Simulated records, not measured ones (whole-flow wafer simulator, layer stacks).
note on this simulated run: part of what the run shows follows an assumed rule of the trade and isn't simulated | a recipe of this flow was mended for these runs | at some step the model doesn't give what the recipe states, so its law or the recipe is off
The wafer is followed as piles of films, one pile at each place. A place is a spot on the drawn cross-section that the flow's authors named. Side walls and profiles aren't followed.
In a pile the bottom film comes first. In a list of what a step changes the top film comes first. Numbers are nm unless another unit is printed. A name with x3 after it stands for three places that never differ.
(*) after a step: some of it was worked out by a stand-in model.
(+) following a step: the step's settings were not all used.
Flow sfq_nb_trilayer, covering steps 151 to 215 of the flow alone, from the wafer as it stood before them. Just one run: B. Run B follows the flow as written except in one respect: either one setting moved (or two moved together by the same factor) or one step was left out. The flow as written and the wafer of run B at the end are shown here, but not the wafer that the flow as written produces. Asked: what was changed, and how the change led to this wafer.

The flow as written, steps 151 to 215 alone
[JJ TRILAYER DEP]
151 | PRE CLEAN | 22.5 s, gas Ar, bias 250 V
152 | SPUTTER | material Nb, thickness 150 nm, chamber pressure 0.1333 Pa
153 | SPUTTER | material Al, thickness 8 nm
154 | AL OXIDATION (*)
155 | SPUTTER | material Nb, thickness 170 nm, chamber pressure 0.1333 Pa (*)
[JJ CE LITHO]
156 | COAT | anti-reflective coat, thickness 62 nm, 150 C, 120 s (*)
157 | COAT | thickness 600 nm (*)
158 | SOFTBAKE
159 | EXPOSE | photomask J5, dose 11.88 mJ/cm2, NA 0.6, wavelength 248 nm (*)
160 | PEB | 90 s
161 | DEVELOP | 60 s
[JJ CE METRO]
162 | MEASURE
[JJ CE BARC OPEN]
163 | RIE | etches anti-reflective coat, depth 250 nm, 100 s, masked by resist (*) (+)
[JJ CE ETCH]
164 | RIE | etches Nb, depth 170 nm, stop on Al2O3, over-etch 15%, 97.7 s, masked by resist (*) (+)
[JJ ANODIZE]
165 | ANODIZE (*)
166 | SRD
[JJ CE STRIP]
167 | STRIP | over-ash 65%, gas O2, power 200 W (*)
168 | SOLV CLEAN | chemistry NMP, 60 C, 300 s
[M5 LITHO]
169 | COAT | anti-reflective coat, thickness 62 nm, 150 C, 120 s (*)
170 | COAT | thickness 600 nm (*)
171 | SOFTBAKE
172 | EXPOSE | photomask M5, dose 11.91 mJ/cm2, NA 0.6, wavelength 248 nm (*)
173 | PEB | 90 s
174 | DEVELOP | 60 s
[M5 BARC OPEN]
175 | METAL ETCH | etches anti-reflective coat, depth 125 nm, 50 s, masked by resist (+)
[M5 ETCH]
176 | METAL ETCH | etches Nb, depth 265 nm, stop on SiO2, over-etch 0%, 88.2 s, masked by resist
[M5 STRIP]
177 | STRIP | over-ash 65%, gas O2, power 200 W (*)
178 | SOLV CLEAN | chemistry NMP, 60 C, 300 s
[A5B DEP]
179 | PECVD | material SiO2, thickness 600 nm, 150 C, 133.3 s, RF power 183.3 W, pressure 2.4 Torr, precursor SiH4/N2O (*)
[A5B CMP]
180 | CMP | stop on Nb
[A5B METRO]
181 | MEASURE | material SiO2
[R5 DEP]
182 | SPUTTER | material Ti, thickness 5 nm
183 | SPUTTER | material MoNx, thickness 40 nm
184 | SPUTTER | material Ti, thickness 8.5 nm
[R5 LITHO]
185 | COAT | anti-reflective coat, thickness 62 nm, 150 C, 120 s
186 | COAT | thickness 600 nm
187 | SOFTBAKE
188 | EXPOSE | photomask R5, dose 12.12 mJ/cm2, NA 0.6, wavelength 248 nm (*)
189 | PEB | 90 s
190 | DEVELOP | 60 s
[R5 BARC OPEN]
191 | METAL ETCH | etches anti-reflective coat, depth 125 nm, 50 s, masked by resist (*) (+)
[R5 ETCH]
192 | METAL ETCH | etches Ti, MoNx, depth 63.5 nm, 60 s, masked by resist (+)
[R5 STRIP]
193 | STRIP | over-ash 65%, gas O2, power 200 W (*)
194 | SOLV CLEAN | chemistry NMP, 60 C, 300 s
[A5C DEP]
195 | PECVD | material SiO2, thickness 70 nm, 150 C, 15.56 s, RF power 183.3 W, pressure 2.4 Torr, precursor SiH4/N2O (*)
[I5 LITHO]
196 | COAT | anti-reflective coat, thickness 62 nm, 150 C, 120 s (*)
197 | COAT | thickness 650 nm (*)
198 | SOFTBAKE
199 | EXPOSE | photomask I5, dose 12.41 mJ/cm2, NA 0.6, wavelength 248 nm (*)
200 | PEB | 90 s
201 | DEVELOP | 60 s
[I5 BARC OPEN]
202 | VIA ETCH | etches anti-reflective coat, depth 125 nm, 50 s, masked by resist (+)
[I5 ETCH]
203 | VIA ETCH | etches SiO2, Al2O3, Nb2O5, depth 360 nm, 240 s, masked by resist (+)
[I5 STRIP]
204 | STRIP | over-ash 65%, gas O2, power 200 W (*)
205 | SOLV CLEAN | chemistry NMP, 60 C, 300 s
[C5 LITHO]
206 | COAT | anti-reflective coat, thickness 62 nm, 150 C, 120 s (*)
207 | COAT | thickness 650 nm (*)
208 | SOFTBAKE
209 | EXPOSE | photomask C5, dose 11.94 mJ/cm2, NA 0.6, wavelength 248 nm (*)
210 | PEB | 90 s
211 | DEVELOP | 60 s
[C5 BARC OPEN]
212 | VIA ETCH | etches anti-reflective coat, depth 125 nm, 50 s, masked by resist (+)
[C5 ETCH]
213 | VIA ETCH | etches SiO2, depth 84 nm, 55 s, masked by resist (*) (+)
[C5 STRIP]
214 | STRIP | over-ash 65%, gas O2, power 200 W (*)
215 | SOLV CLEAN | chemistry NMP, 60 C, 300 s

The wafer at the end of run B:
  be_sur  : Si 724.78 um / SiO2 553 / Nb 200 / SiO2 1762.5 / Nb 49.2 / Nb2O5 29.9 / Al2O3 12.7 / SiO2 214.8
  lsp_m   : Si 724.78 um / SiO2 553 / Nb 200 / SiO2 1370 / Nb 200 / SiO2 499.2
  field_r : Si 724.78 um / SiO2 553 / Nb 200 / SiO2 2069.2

What caused this: step 152, SPUTTER: thickness 60 nm was run, while the flow as written has thickness 150 nm.

The path from the change to this, step by step:
  152 | SPUTTER | material Nb, thickness 150 nm, chamber pressure 0.1333 Pa
      field_l, v_sur, via_sp and 100 more: Nb gains 60 (new film) (it would be, as written: Nb gains 150 (new film))
      via_wl, via_wr: Nb gains 42.5 (it would be, as written: Nb gains 129.8)
      (and at 1 other place as well)
  153 | SPUTTER | material Al, thickness 8 nm
      via_wl, via_wr: Al gains 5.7 (new film) (it would be, as written: Al gains 5.13 (new film))
  155 | SPUTTER | material Nb, thickness 170 nm, chamber pressure 0.1333 Pa (*)
      via_wl, via_wr: Nb gains 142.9 (new film) (it would be, as written: Nb gains 139.9 (new film))
      via_w: Nb gains 145.1 (new film) (it would be, as written: Nb gains 140.2 (new film))
  156 | COAT | anti-reflective coat, thickness 62 nm, 150 C, 120 s (*)
      via_wl: anti-reflective coat gains 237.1 (new film) (it would be, as written: anti-reflective coat gains 224.3 (new film))
      via_w: anti-reflective coat gains 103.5 (new film) (it would be, as written: anti-reflective coat gains 97.3 (new film))
      (and at 1 other place as well)
  157 | COAT | thickness 600 nm (*)
      via_wl: KrF-resist-other-grade gains 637 (new film) (it would be, as written: KrF-resist-other-grade gains 650.9 (new film))
      via_w: KrF-resist-other-grade gains 745.5 (new film) (it would be, as written: KrF-resist-other-grade gains 766.6 (new film))
      (and at 1 other place as well)
  161 | DEVELOP | 60 s
      via_wl: KrF-resist-other-grade loses 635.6 (all of it) (it would be, as written: KrF-resist-other-grade loses 649.5 (all of it))
      via_w: KrF-resist-other-grade loses 743.8 (all of it) (it would be, as written: KrF-resist-other-grade loses 764.9 (all of it))
      (and at 1 other place as well)
  163 | RIE | etches anti-reflective coat, depth 250 nm, 100 s, masked by resist (*) (+)
      via_wl: anti-reflective coat loses 237.1 (all of it) (it would be, as written: anti-reflective coat loses 224.3 (all of it))
      via_w: anti-reflective coat loses 103.5 (all of it) (it would be, as written: anti-reflective coat loses 97.3 (all of it))
      (and at 1 other place as well)
  164 | RIE | etches Nb, depth 170 nm, stop on Al2O3, over-etch 15%, 97.7 s, masked by resist (*) (+)
      via_wl, via_wr: Nb loses 142.9 (all of it), Al2O3 loses 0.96 (all of it) (it would be, as written: Nb loses 139.9 (all of it), Al2O3 loses 0.96 (all of it))
      via_w: Nb loses 145.1 (all of it), Al2O3 loses 0.96 (all of it) (it would be, as written: Nb loses 140.2 (all of it), Al2O3 loses 0.96 (all of it))
  165 | ANODIZE (*)
      via_wl, via_wr: Al2O3 gains 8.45 (new film), Nb2O5 gains 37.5 (new film), Al loses 5.12 (all of it), Nb loses 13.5 (it would be, as written: Al2O3 gains 7.51 (new film), Nb2O5 gains 39.2 (new film), Al loses 4.55 (all of it), Nb loses 14.1)
      via_w: Al2O3 gains 11.2 (new film), Nb2O5 gains 32.6 (new film), Al loses 6.79 (all of it), Nb loses 11.7 (it would be, as written: Al2O3 gains 10.7 (new film), Nb2O5 gains 33.4 (new film), Al loses 6.51 (all of it), Nb loses 12)
  169 | COAT | anti-reflective coat, thickness 62 nm, 150 C, 120 s (*)
      via_w: anti-reflective coat gains 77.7 (new film) (it would be, as written: anti-reflective coat gains 82.9 (new film))
  176 | METAL ETCH | etches Nb, depth 265 nm, stop on SiO2, over-etch 0%, 88.2 s, masked by resist
      field_l, res, r_end and 47 more: Al2O3 loses 12.6 (all of it), Nb2O5 loses 29.9 (all of it), Nb loses 49.2 (all of it), SiO2 loses 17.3 (it would be, as written: Al2O3 loses 12.6 (all of it), Nb2O5 loses 29.9 (all of it), Nb loses 139.2 (all of it), SiO2 loses 8.33)
      r_sur, wl_a_sl, wl_a_m6: Al2O3 loses 12.5 (all of it), Nb2O5 loses 29.9 (all of it), Nb loses 49.2 (all of it), SiO2 loses 17.3 (it would be, as written: Al2O3 loses 12.5 (all of it), Nb2O5 loses 29.9 (all of it), Nb loses 139.2 (all of it), SiO2 loses 8.33)
  177 | STRIP | over-ash 65%, gas O2, power 200 W (*)
      via_w: KrF-resist-other-grade loses 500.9 (all of it), anti-reflective coat loses 77.7 (all of it) (it would be, as written: KrF-resist-other-grade loses 509.5 (all of it), anti-reflective coat loses 82.9 (all of it))
  180 | CMP | stop on Nb
      field_l, lsp_m, ln_m6 and 44 more: SiO2 loses 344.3 (it would be, as written: SiO2 loses 263.3)
      r_sur, res, r_end, moat, field_r, lsp_l: SiO2 loses 344.3 (it would be, as written: SiO2 loses 256.4)
      (and at 3 other places as well)
